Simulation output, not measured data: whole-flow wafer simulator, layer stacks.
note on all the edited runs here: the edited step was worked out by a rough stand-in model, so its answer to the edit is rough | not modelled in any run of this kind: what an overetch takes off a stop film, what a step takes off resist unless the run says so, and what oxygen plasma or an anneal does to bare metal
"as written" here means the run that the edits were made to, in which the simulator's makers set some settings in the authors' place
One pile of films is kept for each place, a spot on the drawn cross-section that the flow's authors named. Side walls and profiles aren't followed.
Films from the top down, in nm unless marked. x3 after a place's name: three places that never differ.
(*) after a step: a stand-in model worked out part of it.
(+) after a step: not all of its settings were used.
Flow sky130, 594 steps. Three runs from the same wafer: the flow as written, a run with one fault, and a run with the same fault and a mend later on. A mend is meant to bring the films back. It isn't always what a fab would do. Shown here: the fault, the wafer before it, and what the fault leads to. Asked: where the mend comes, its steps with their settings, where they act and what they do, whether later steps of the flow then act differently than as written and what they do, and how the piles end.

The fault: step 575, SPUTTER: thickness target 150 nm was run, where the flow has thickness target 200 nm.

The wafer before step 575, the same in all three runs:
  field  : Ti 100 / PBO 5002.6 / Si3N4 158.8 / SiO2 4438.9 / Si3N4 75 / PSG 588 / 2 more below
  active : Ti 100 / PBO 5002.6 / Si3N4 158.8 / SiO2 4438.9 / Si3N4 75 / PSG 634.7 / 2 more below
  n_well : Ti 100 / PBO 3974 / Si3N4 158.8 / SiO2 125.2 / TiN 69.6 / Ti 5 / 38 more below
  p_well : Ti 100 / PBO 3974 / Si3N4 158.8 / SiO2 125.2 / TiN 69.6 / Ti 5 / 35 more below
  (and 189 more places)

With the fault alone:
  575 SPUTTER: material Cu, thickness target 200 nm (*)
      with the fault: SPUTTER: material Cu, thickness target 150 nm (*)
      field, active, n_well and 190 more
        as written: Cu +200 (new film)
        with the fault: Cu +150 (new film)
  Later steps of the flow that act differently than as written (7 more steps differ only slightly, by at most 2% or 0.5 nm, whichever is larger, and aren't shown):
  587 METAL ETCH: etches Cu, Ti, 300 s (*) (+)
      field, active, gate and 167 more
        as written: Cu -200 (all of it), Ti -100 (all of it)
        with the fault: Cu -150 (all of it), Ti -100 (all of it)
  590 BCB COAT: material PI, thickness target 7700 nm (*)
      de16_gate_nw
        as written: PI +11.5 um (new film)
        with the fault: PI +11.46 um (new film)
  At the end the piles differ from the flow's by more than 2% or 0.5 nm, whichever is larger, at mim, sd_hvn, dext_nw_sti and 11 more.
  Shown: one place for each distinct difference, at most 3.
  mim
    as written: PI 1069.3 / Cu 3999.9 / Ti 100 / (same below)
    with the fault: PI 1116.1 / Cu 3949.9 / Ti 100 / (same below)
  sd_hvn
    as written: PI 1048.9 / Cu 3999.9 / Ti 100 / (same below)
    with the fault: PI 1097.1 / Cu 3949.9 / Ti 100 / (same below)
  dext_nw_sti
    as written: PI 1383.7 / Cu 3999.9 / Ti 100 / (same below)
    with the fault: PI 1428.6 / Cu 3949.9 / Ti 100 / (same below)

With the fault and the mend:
  The mend comes after step 575.
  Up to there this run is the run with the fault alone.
  575a SPUTTER: material Cu, thickness target 50 nm (*) (the flow's step 575 once more, with other settings)
      field, active, n_well and 190 more
        Cu +50
  No later step of the flow acts differently than as written at any place that is followed.
  At the end the piles are the same as the flow's at every place that both follow.
